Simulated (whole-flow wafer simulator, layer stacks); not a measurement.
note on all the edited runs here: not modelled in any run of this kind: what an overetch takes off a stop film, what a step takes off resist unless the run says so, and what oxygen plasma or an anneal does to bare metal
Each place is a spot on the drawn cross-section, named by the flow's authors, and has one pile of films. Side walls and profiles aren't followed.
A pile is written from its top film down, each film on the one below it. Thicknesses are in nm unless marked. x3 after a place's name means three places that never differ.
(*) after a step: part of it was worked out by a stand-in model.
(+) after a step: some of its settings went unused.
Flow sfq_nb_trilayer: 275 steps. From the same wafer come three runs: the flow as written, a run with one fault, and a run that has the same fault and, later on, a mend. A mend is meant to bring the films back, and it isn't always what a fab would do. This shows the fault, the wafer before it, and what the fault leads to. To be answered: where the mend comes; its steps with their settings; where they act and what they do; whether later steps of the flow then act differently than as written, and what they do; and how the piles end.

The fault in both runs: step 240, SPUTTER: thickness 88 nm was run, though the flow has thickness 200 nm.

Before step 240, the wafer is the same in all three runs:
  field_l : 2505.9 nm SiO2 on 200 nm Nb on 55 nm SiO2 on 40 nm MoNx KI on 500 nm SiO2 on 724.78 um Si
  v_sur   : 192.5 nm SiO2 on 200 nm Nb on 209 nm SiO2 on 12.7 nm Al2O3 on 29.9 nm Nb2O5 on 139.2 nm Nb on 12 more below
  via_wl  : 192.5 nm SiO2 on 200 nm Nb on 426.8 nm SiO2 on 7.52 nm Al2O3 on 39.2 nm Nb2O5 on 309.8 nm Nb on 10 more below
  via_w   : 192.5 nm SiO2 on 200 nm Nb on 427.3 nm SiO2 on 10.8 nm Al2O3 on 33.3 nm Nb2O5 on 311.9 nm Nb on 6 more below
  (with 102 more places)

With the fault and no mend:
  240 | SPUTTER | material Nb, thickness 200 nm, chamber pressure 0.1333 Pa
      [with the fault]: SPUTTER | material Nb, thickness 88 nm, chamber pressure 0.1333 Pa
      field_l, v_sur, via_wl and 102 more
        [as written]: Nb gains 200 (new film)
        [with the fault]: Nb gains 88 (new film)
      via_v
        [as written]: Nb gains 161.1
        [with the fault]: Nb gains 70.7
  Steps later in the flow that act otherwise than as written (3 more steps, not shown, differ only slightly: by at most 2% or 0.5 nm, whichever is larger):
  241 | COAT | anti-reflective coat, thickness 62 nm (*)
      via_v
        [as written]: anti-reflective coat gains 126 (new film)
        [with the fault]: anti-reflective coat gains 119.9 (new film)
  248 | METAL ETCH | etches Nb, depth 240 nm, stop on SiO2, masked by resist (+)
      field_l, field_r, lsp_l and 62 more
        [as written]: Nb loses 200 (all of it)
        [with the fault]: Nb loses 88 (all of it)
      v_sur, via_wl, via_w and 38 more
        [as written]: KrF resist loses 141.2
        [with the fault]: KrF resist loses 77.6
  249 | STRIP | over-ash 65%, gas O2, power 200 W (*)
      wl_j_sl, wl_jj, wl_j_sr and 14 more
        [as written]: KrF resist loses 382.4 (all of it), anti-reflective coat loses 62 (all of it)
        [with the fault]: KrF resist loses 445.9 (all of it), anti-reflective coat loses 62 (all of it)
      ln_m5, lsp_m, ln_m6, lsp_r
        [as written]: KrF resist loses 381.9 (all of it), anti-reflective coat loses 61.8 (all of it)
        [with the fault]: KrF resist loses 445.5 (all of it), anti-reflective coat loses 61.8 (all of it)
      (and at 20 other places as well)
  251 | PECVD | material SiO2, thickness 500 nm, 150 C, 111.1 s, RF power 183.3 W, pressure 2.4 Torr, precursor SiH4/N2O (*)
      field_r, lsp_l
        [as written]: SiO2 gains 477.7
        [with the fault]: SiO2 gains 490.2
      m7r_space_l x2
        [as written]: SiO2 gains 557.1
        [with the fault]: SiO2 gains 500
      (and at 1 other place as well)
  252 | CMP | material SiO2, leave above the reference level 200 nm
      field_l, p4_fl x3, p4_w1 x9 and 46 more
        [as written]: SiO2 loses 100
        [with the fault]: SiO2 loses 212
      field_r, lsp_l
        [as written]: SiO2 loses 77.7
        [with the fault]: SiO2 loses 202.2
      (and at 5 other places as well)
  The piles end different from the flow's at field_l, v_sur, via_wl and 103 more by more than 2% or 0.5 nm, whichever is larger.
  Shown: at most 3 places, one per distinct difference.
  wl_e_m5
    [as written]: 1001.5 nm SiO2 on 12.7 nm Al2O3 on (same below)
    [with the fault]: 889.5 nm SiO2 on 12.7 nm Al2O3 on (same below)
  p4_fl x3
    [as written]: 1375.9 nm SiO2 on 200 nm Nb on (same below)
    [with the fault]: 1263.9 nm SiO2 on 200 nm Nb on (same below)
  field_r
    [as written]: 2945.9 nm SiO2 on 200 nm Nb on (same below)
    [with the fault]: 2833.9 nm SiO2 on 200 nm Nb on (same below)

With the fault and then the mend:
  After step 246 comes the mend.
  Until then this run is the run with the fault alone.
  246a | STRIP | over-ash 65%, gas O2, power 200 W (*)
      p4_fl x3, p4_w1 x9, p4_g1 x2 and 46 more
        anti-reflective coat loses 62 (all of it)
      wl_j_sl, wl_jj, wl_j_sr and 14 more
        KrF resist loses 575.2 (all of it), anti-reflective coat loses 62 (all of it)
      field_r, lsp_l, l0_sur, l0v
        anti-reflective coat loses 61.8 (all of it)
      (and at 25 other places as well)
  246b | SPUTTER | material Nb, thickness 112 nm, chamber pressure 0.1333 Pa (the flow's step 240, run once more with other settings)
      field_l, v_sur, via_wl and 102 more
        Nb gains 112
      via_v
        Nb gains 88.5
  246c | COAT | anti-reflective coat, thickness 62 nm (*) (the flow's step 241, run once more)
      p4_fl x3, p4_w1 x9, p4_g1 x2 and 63 more
        anti-reflective coat gains 62 (new film)
      moat, field_r, lsp_l and 6 more
        anti-reflective coat gains 61.8 (new film)
      be_r, r_sur, res, r_end
        anti-reflective coat gains 61.7 (new film)
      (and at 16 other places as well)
  246d | COAT | KrF resist, thickness 600 nm (*) (the flow's step 242, run once more)
      p4_fl x3, p4_w1 x9, p4_g1 x2 and 63 more
        KrF resist gains 600 (new film)
      field_r, lsp_l, ln_m5, lsp_m, l0v
        KrF resist gains 599.5 (new film)
      ln_m6, lsp_r, l0_sur
        KrF resist gains 599.6 (new film)
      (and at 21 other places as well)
  246e | SOFTBAKE | KrF resist (the flow's step 243, run once more)
      alters no film at any place that is followed
  246f | EXPOSE | photomask M7, dose 12.21 mJ/cm2, NA 0.6, wavelength 248 nm (*) (the flow's step 244, run once more)
      alters no film at any place that is followed
  246g | PEB | KrF resist, 90 s (the flow's step 245, run once more)
      field_l, v_sur, via_wl and 97 more
        KrF resist loses 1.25
      via_w, via_wr, via_sp, wire, be
        KrF resist loses 1.24
      via_v
        KrF resist loses 1.61
  246h | DEVELOP | KrF resist, thickness 600 nm, 60 s (the flow's step 246, run once more)
      p4_fl x3, p4_w1 x9, p4_g1 x2 and 46 more
        KrF resist loses 598.7 (all of it)
      v_sur, via_wl, via_w and 38 more
        KrF resist loses 23.5
      field_r, lsp_l
        KrF resist loses 598.2 (all of it)
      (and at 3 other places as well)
  None of the later steps of the flow differs from how it acts as written, at any place that is followed, by more than 2% or 0.5 nm, whichever is larger.
  At the end the piles are close to the flow's at the places that both follow, differing by at most 2% or 0.5 nm, whichever is larger.
